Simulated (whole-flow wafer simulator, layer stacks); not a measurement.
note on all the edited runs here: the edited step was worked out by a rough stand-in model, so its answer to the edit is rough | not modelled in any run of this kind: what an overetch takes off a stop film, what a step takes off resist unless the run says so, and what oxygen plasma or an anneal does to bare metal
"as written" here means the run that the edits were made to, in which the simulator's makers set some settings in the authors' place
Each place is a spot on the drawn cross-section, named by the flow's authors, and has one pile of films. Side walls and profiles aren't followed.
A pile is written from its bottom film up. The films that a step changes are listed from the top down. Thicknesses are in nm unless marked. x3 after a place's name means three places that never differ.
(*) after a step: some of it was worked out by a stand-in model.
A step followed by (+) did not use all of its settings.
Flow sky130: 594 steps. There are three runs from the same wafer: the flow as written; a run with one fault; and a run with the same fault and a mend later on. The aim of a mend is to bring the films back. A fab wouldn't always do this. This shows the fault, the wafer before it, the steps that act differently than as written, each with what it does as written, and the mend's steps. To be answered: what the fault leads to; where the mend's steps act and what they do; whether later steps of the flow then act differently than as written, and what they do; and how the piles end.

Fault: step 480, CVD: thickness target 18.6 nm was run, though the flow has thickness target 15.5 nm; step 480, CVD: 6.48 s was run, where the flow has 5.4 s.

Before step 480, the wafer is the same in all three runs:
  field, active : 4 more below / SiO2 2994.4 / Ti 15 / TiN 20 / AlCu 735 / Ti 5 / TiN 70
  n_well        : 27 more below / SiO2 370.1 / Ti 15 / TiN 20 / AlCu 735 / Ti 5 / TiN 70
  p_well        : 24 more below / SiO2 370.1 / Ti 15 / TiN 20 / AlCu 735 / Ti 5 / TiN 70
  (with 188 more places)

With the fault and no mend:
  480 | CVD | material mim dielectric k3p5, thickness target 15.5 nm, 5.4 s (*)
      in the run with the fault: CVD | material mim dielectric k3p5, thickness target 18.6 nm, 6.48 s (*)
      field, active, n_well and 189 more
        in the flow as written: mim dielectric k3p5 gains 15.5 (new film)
        in the run with the fault: mim dielectric k3p5 gains 18.6 (new film)
  Later steps of the flow acting differently than as written (6 other steps are not shown; they differ only slightly, by no more than 2% or 0.5 nm, whichever is larger):
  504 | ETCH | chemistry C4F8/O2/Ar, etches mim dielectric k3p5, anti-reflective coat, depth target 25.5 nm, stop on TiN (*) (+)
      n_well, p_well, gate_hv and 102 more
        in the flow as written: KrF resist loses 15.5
        in the run with the fault: KrF resist loses 17
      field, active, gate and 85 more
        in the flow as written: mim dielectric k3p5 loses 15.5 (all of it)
        in the run with the fault: mim dielectric k3p5 loses 18.6 (all of it)
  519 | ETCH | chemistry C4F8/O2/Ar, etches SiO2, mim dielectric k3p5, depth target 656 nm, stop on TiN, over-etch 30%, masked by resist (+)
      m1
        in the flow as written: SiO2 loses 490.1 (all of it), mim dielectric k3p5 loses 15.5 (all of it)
        in the run with the fault: SiO2 loses 487 (all of it), mim dielectric k3p5 loses 18.6 (all of it)
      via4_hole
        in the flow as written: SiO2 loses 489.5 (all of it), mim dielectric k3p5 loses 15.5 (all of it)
        in the run with the fault: SiO2 loses 486.4 (all of it), mim dielectric k3p5 loses 18.6 (all of it)
  By the end, the piles at n_well, p_well, gate_hv and 100 more depart from the flow's by more than 2% or 0.5 nm, whichever is larger.
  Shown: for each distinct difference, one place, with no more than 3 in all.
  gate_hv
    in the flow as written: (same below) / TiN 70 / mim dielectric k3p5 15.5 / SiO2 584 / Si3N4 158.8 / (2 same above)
    in the run with the fault: (same below) / TiN 70 / mim dielectric k3p5 18.6 / SiO2 580.9 / Si3N4 158.8 / (2 same above)
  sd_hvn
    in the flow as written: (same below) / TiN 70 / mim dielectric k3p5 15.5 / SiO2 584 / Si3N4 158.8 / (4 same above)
    in the run with the fault: (same below) / TiN 70 / mim dielectric k3p5 18.6 / SiO2 580.9 / Si3N4 158.8 / (4 same above)
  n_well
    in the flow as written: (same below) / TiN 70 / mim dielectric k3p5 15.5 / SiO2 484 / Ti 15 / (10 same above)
    in the run with the fault: (same below) / TiN 70 / mim dielectric k3p5 18.6 / SiO2 480.9 / Ti 15 / (10 same above)

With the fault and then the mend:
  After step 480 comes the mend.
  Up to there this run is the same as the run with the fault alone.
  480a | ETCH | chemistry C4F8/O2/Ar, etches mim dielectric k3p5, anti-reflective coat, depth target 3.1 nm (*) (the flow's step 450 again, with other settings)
      field, active, n_well and 189 more
        mim dielectric k3p5 loses 3.1
  Every later step of the flow that is run acts as written at every place that is followed.
  The piles end the same as the flow's at every place that both follow.
